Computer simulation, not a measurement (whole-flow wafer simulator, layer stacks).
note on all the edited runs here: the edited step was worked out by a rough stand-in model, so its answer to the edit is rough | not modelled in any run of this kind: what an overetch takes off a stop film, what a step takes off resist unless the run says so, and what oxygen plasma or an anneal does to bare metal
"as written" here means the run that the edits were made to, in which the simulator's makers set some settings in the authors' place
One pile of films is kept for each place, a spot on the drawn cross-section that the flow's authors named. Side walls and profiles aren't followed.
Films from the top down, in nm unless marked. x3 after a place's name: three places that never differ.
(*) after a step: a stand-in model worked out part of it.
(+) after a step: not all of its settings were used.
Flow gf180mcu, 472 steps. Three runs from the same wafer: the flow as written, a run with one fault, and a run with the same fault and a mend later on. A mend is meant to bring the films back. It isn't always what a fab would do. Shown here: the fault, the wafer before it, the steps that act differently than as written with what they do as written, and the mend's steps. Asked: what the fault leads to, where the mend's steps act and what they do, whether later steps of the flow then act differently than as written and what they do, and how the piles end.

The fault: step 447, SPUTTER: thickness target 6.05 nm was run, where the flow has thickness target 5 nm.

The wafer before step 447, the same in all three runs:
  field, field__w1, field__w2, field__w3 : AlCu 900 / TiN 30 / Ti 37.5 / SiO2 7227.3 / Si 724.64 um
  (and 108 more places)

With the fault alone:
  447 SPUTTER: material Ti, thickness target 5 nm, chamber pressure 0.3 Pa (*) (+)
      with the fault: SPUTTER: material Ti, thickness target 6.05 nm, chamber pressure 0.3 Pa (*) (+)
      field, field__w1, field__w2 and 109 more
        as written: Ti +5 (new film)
        with the fault: Ti +6.05 (new film)
  Later steps of the flow that act differently than as written (5 more steps differ only slightly, by at most 2% or 0.5 nm, whichever is larger, and aren't shown):
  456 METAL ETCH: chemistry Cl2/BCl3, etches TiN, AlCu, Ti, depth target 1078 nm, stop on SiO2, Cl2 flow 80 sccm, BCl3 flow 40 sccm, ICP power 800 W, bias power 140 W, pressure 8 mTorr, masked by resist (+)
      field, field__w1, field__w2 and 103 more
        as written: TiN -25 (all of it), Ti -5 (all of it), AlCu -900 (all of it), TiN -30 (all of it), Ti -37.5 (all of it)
        with the fault: TiN -25 (all of it), Ti -6.05 (all of it), AlCu -900 (all of it), TiN -30 (all of it), Ti -37.5 (all of it)
  At the end the piles differ from the flow's by more than 2% or 0.5 nm, whichever is larger, at field__w8, contact, m1, m1__w1, pad, m1_nw.
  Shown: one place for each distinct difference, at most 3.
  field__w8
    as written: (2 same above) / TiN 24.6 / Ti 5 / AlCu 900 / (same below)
    with the fault: (2 same above) / TiN 24.6 / Ti 6.05 / AlCu 900 / (same below)
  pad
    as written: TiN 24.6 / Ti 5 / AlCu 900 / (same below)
    with the fault: TiN 24.6 / Ti 6.05 / AlCu 900 / (same below)

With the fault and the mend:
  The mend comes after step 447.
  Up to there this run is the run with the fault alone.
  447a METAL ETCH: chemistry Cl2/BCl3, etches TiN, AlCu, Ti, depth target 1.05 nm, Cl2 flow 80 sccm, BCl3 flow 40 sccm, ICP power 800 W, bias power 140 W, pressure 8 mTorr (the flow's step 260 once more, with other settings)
      field, field__w1, field__w2 and 109 more
        Ti -1.05
  No later step of the flow acts differently than as written at any place that is followed.
  At the end the piles are the same as the flow's at every place that both follow.
